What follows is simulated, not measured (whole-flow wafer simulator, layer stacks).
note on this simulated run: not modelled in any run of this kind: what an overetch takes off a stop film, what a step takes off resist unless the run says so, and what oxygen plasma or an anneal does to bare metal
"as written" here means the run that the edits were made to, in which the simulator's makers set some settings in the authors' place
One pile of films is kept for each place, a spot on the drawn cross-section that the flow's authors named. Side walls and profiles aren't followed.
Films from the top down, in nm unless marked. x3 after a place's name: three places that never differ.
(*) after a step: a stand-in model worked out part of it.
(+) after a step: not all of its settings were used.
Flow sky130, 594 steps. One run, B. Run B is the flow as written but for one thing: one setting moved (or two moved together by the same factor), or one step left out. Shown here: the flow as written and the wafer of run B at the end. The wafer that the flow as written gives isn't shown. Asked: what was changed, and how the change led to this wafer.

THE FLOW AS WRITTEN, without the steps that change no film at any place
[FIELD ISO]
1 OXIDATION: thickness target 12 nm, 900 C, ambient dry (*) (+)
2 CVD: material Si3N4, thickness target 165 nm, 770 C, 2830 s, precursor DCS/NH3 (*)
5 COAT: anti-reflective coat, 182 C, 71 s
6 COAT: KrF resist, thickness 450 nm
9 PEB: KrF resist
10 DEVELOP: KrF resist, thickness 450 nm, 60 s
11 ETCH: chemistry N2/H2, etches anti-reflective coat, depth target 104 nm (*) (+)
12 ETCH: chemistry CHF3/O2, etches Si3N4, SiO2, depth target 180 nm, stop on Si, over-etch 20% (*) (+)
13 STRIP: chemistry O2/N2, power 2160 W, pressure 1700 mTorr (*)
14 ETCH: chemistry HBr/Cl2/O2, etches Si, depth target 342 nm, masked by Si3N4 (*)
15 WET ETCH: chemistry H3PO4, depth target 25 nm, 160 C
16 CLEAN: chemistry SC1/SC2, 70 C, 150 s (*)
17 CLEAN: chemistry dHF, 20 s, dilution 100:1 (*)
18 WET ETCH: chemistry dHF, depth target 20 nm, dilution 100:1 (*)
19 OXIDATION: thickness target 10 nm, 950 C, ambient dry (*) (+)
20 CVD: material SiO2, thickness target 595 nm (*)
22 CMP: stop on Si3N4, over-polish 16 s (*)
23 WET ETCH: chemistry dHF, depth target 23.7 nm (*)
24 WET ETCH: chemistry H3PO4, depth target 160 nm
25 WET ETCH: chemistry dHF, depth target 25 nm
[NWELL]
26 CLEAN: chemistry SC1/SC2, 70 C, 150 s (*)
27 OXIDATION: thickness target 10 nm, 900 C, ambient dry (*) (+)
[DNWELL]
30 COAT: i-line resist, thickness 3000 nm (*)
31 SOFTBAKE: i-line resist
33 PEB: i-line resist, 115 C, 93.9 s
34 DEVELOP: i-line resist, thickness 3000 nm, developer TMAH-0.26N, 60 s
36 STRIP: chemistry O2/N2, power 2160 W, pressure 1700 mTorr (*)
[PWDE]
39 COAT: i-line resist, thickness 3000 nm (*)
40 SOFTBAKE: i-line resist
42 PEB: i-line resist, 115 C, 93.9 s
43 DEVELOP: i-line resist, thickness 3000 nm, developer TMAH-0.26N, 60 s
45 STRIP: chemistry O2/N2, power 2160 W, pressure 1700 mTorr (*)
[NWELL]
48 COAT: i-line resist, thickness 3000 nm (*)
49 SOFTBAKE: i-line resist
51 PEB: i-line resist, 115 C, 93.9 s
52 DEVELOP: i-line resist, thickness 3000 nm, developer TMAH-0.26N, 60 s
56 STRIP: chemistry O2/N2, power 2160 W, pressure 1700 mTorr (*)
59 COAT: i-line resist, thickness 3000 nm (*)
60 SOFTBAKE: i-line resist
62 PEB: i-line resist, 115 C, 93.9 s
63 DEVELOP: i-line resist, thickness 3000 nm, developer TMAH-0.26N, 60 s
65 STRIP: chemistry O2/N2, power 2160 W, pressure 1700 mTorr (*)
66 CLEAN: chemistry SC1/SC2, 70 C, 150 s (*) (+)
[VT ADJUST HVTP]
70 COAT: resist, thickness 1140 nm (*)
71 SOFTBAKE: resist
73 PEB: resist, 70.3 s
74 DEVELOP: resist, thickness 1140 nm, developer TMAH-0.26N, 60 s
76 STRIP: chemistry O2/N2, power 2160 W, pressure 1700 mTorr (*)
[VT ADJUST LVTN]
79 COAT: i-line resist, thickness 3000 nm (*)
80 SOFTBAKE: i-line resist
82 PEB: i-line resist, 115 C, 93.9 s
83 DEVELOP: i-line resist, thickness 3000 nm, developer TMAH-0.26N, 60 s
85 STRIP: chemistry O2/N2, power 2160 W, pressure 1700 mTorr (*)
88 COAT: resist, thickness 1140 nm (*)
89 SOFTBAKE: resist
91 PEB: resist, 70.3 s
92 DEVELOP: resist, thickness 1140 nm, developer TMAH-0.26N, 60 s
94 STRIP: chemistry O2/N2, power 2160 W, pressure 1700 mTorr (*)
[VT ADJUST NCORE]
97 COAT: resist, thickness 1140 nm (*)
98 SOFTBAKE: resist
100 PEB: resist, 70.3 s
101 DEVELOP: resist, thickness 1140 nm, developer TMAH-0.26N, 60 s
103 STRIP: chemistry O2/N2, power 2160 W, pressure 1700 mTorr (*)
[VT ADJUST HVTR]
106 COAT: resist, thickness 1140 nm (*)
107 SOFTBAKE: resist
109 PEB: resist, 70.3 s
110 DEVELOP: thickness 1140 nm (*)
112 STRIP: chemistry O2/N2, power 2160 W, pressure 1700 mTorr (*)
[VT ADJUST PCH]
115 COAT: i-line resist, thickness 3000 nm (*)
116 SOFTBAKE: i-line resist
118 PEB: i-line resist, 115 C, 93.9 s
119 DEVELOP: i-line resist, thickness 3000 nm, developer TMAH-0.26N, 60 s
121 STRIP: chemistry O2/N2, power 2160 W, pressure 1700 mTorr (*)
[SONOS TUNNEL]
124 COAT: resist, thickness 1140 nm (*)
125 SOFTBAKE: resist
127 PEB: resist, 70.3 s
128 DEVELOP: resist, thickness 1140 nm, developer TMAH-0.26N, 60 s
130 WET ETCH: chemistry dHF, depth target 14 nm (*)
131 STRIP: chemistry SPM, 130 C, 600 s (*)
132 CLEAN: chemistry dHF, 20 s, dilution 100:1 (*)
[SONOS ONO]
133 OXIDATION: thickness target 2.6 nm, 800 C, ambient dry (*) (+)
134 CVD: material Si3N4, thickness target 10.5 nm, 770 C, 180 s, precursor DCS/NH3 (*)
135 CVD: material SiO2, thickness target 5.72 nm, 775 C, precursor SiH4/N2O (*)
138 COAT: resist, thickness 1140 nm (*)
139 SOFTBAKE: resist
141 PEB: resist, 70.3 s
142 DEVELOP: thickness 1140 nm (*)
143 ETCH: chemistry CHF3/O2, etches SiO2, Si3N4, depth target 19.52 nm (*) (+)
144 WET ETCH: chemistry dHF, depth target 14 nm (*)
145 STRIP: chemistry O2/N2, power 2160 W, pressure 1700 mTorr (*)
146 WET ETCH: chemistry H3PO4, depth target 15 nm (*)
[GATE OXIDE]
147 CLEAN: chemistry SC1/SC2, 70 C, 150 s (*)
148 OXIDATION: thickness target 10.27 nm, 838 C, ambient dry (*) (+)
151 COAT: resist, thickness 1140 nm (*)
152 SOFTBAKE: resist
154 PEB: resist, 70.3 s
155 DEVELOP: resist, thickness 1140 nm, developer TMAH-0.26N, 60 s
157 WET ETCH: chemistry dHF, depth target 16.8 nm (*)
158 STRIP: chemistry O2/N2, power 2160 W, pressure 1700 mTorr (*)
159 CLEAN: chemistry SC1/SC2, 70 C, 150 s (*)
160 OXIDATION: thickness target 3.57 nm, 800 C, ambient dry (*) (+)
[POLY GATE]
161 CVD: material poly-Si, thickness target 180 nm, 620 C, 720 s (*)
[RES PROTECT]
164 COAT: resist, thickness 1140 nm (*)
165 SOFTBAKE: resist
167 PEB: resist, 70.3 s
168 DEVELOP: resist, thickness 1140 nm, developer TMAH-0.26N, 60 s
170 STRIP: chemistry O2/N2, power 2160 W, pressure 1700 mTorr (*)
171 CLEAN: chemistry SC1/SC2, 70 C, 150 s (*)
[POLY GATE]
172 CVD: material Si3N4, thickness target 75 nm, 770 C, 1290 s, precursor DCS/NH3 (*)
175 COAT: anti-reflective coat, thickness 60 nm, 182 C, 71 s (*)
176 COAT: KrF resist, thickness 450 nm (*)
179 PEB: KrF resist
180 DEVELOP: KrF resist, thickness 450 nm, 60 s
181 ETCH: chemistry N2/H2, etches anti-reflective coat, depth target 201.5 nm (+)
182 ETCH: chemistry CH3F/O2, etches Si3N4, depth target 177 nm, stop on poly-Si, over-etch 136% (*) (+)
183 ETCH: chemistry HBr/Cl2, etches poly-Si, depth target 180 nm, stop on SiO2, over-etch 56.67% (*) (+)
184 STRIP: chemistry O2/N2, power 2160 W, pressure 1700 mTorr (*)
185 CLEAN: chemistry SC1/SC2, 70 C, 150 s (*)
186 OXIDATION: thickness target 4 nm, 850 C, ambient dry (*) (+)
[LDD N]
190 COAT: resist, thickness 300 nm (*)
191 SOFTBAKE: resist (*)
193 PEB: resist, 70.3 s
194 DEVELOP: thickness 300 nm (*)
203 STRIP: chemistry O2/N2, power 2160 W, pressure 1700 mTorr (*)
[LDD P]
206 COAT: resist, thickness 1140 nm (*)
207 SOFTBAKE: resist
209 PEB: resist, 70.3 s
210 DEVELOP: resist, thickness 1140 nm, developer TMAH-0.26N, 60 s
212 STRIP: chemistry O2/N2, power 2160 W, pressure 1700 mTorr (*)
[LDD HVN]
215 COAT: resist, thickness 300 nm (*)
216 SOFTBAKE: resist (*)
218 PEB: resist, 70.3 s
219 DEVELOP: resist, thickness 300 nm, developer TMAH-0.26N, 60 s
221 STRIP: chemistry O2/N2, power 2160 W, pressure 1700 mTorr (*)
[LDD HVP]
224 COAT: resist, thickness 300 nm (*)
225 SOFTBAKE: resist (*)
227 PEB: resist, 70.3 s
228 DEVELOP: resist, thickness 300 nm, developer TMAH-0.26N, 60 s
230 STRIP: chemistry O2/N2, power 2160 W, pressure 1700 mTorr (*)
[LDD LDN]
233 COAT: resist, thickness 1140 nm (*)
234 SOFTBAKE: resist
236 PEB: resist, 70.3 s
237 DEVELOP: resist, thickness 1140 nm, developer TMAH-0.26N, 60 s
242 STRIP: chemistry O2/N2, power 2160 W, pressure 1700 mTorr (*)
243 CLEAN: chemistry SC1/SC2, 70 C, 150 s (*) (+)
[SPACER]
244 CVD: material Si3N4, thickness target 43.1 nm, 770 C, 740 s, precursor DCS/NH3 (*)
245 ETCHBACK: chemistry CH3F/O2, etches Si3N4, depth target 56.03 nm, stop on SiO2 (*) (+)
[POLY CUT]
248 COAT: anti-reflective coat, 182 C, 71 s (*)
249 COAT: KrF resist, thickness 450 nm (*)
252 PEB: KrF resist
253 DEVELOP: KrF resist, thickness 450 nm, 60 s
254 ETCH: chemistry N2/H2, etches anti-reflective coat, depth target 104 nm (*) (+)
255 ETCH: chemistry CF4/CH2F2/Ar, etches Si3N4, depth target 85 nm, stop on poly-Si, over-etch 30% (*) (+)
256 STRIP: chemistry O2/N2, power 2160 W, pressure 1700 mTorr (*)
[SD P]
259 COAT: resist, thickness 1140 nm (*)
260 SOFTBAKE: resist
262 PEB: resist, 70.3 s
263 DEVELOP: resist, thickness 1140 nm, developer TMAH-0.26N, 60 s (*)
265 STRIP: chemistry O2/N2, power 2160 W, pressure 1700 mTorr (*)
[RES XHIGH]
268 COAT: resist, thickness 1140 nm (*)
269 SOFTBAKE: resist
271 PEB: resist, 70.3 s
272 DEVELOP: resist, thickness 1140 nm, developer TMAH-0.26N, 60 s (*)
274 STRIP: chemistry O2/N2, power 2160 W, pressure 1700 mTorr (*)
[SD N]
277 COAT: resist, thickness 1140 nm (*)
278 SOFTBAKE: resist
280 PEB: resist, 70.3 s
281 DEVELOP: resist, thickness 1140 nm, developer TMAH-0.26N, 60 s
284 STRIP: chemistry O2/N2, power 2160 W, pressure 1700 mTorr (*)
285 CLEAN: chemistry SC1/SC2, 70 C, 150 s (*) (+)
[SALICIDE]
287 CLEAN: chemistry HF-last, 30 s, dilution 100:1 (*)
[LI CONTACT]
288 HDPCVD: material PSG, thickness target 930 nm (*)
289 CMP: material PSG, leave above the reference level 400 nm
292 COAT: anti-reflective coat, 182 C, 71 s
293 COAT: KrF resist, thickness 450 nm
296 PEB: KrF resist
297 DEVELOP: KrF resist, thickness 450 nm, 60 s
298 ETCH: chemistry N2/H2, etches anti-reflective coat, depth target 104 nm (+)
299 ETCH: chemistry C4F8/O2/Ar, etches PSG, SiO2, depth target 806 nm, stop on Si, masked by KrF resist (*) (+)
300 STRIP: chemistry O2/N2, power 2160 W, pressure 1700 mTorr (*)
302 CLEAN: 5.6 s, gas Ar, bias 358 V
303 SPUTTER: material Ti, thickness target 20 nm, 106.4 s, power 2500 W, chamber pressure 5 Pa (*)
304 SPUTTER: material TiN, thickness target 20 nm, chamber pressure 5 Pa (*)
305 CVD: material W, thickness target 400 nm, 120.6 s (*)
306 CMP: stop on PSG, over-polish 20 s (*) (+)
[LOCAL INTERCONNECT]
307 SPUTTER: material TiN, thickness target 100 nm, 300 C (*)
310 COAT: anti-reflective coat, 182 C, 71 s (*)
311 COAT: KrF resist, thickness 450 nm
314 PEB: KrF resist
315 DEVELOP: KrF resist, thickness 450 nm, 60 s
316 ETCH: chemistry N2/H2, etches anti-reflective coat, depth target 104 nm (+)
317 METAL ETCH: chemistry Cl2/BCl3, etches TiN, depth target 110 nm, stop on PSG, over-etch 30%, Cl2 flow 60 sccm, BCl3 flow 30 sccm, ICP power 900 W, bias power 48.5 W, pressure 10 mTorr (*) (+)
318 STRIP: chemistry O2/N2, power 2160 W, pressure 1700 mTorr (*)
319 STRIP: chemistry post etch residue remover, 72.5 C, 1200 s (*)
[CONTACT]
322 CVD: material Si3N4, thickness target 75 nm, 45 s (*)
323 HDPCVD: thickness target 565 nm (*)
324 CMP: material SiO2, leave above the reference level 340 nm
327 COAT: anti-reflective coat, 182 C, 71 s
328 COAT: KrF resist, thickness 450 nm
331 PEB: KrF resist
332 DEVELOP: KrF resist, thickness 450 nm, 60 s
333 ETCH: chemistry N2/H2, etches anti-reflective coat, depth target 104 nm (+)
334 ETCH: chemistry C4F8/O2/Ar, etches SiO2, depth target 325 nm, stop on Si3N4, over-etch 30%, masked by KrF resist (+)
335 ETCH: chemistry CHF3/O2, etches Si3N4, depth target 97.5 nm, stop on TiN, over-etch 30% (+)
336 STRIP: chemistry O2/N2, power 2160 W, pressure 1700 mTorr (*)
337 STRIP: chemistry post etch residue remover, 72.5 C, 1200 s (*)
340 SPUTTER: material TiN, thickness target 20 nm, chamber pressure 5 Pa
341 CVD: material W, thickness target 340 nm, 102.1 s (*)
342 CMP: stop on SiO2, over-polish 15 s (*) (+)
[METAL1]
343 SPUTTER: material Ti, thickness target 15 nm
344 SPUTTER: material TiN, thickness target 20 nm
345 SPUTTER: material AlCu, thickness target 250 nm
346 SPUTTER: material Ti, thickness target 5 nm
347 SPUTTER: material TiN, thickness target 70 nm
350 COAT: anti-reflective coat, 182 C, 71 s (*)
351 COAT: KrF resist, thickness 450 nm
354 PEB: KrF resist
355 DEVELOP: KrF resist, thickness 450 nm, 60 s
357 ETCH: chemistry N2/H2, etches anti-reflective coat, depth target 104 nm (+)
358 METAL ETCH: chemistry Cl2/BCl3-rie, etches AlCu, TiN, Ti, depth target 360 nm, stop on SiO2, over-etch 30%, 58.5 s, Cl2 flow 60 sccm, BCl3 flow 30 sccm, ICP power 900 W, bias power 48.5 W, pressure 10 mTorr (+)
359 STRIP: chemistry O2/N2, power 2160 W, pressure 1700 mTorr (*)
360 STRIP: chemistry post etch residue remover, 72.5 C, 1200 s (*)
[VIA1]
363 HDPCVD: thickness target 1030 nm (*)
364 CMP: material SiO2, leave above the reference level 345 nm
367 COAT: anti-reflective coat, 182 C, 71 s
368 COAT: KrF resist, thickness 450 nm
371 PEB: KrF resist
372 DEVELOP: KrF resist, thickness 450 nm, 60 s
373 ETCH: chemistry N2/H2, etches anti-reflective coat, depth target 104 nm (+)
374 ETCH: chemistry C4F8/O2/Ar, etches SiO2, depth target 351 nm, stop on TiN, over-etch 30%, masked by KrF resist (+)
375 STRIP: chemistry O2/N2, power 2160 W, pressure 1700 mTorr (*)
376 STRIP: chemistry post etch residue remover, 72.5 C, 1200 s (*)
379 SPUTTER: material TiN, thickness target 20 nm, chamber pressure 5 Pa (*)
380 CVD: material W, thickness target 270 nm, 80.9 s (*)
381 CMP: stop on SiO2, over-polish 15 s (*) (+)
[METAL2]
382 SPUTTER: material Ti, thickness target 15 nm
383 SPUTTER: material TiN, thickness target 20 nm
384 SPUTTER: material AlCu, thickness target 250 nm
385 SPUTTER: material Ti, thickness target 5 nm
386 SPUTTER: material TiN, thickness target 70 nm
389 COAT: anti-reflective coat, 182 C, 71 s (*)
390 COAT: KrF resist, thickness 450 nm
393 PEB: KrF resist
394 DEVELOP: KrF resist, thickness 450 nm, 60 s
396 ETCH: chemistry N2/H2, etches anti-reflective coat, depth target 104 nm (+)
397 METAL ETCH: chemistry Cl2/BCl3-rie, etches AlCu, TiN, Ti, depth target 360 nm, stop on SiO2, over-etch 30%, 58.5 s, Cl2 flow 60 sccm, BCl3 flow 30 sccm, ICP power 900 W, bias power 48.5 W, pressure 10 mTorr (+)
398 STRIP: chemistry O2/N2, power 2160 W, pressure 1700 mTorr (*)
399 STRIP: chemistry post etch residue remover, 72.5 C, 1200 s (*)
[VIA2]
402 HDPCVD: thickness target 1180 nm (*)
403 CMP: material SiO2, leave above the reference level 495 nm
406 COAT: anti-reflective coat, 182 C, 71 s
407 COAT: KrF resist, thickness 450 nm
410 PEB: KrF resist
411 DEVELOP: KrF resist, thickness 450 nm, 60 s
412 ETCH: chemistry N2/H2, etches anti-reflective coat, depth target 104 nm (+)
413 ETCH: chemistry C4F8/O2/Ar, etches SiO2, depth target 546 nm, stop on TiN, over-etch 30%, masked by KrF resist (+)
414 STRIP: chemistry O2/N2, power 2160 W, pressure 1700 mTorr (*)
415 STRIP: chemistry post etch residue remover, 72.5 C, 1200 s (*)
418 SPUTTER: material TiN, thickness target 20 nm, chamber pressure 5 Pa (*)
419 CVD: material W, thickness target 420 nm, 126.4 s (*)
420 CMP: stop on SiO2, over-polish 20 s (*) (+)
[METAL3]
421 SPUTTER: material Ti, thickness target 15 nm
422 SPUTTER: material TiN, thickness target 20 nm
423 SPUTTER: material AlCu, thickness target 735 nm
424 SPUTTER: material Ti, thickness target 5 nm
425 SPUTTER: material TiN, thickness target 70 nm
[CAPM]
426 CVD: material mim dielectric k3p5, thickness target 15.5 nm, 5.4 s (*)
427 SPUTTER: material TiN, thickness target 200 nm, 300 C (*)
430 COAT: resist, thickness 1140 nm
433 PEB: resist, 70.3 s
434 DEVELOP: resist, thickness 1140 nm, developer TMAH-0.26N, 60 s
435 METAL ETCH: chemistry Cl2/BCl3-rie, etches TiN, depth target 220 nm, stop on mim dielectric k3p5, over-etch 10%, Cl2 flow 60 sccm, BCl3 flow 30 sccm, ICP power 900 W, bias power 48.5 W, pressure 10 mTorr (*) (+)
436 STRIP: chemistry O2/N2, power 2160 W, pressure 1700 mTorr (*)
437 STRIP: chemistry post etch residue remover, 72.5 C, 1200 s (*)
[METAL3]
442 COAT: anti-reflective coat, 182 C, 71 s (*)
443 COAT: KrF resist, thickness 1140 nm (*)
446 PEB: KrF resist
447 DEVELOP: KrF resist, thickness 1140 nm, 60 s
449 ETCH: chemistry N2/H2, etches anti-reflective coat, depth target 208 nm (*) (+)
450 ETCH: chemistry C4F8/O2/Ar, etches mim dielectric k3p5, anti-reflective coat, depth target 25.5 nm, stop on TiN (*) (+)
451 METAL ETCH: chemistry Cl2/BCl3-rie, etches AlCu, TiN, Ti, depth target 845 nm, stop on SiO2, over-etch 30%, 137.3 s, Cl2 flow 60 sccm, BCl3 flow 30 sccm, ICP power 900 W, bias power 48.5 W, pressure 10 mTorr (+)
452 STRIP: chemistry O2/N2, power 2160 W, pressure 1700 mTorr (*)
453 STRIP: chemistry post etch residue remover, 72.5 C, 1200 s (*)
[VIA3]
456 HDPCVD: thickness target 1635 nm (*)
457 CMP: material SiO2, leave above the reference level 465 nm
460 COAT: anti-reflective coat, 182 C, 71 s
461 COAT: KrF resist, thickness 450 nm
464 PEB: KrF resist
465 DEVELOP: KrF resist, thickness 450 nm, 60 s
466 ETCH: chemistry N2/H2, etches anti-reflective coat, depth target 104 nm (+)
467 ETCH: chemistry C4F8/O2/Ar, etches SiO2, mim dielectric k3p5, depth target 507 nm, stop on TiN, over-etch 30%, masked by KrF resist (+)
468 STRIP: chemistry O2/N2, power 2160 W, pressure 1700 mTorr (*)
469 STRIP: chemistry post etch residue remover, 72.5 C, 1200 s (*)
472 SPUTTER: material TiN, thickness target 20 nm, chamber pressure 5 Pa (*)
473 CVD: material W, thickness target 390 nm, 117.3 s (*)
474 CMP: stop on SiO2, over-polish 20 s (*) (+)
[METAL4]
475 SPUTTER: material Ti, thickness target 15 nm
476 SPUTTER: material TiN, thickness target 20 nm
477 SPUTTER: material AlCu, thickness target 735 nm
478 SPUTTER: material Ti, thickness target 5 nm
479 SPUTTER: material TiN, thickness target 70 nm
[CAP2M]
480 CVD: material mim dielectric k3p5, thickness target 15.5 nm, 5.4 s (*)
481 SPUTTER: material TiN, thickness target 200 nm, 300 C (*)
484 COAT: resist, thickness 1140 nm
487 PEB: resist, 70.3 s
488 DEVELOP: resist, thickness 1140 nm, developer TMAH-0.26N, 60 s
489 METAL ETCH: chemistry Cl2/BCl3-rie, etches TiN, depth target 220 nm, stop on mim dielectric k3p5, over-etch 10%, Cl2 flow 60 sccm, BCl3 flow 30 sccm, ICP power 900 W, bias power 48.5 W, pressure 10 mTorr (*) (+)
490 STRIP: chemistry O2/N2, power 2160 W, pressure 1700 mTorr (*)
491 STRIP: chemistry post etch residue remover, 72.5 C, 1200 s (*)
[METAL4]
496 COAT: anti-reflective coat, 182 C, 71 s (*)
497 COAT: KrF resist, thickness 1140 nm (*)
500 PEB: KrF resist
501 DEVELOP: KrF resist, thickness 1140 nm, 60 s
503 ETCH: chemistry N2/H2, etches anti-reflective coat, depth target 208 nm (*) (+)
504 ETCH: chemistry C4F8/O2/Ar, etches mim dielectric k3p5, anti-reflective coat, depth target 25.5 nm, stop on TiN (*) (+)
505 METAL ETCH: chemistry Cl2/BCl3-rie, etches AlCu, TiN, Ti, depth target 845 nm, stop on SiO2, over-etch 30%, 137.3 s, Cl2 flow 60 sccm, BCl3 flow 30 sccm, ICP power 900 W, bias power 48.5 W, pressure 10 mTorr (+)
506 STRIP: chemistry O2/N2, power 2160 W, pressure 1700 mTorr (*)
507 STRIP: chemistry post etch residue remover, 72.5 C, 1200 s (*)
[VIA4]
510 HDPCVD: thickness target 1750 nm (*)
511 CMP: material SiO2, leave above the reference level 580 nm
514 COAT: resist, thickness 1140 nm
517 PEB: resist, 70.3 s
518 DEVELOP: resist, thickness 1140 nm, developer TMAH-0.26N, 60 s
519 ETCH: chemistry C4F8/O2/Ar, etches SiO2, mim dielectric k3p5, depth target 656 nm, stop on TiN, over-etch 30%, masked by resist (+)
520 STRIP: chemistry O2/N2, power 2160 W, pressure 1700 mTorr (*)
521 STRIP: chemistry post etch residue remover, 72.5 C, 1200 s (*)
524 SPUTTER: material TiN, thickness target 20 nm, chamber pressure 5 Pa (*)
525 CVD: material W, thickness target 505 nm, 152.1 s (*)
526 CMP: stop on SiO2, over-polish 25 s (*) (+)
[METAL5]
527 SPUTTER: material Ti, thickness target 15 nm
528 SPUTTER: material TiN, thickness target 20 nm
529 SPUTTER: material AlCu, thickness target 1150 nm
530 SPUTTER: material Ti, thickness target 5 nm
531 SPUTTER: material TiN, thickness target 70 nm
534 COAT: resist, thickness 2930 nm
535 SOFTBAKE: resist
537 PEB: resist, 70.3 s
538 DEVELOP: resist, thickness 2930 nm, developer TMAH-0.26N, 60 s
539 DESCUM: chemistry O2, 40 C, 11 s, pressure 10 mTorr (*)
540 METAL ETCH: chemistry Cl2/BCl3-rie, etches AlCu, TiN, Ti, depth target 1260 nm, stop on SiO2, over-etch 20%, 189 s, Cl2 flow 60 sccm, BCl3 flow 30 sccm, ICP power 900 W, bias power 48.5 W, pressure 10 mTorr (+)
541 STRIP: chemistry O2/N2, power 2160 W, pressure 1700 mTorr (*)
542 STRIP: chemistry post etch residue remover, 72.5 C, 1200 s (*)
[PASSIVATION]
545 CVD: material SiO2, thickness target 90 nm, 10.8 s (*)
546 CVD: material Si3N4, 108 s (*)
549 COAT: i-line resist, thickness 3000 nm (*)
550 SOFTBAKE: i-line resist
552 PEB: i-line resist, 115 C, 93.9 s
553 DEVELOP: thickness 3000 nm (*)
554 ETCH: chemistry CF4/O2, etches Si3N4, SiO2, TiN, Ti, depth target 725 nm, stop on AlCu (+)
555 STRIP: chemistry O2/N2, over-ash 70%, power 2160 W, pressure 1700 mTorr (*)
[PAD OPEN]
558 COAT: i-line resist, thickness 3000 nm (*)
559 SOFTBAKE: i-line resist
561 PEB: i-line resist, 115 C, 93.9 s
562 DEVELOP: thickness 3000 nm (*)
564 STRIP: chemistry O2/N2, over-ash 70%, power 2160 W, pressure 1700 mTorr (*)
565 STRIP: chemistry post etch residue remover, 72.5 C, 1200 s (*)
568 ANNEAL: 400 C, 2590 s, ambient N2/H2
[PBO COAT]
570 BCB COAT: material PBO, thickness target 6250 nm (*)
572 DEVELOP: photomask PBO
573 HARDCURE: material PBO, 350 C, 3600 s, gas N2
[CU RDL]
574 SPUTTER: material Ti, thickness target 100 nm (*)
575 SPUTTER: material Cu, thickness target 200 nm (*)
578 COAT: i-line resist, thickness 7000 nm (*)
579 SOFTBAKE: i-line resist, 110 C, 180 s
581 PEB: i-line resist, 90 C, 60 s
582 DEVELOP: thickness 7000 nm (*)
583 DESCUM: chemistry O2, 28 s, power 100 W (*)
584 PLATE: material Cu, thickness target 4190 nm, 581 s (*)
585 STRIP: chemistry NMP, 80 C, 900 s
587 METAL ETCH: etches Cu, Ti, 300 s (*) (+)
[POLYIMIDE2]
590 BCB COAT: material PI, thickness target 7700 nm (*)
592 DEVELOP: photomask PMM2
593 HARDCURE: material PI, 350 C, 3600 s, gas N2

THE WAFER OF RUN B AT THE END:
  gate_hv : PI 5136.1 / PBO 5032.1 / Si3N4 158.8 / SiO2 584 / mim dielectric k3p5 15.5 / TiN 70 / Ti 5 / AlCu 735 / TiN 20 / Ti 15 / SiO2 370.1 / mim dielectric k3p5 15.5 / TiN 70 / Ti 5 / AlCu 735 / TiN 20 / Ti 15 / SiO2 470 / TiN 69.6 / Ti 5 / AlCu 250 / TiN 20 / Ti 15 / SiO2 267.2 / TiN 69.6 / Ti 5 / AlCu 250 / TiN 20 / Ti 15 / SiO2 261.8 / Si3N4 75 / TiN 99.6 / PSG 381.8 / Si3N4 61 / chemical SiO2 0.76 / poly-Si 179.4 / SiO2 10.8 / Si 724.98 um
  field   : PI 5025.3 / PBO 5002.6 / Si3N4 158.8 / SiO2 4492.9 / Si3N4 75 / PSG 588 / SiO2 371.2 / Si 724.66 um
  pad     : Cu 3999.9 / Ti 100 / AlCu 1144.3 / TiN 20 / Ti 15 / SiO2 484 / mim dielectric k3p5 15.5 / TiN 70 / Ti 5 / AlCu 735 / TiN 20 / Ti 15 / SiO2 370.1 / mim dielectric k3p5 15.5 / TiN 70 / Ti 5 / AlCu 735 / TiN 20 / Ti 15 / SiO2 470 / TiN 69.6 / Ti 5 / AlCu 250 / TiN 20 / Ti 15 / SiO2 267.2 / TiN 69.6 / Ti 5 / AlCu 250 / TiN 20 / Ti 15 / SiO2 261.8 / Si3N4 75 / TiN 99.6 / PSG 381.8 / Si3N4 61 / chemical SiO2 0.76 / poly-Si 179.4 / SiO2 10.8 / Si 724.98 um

The cause: step 403, CMP: leave above the reference level 549 nm was run, where the flow has leave above the reference level 495 nm.

How the change led to this, step by step:
  403 CMP: material SiO2, leave above the reference level 495 nm
      n_well, p_well, gate_hv and 101 more: SiO2 -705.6 (as written it would be: SiO2 -759.6)
      field, active, gate and 82 more: SiO2 -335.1 (as written it would be: SiO2 -389.1)
      (and at 2 more places)
  413 ETCH: chemistry C4F8/O2/Ar, etches SiO2, depth target 546 nm, stop on TiN, over-etch 30%, masked by KrF resist (+)
      m1: SiO2 -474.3 (all of it) (as written it would be: SiO2 -420.3 (all of it))
      via2_hole: SiO2 -473.8 (all of it) (as written it would be: SiO2 -419.8 (all of it))
  418 SPUTTER: material TiN, thickness target 20 nm, chamber pressure 5 Pa (*)
      m1: TiN +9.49 (as written it would be: TiN +10.2)
      via2_hole: TiN +9.48 (as written it would be: TiN +10.2)
  419 CVD: material W, thickness target 420 nm, 126.4 s (*)
      m1: W +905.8 (new film) (as written it would be: W +851.1 (new film))
      via2_hole: W +905.4 (new film) (as written it would be: W +850.7 (new film))
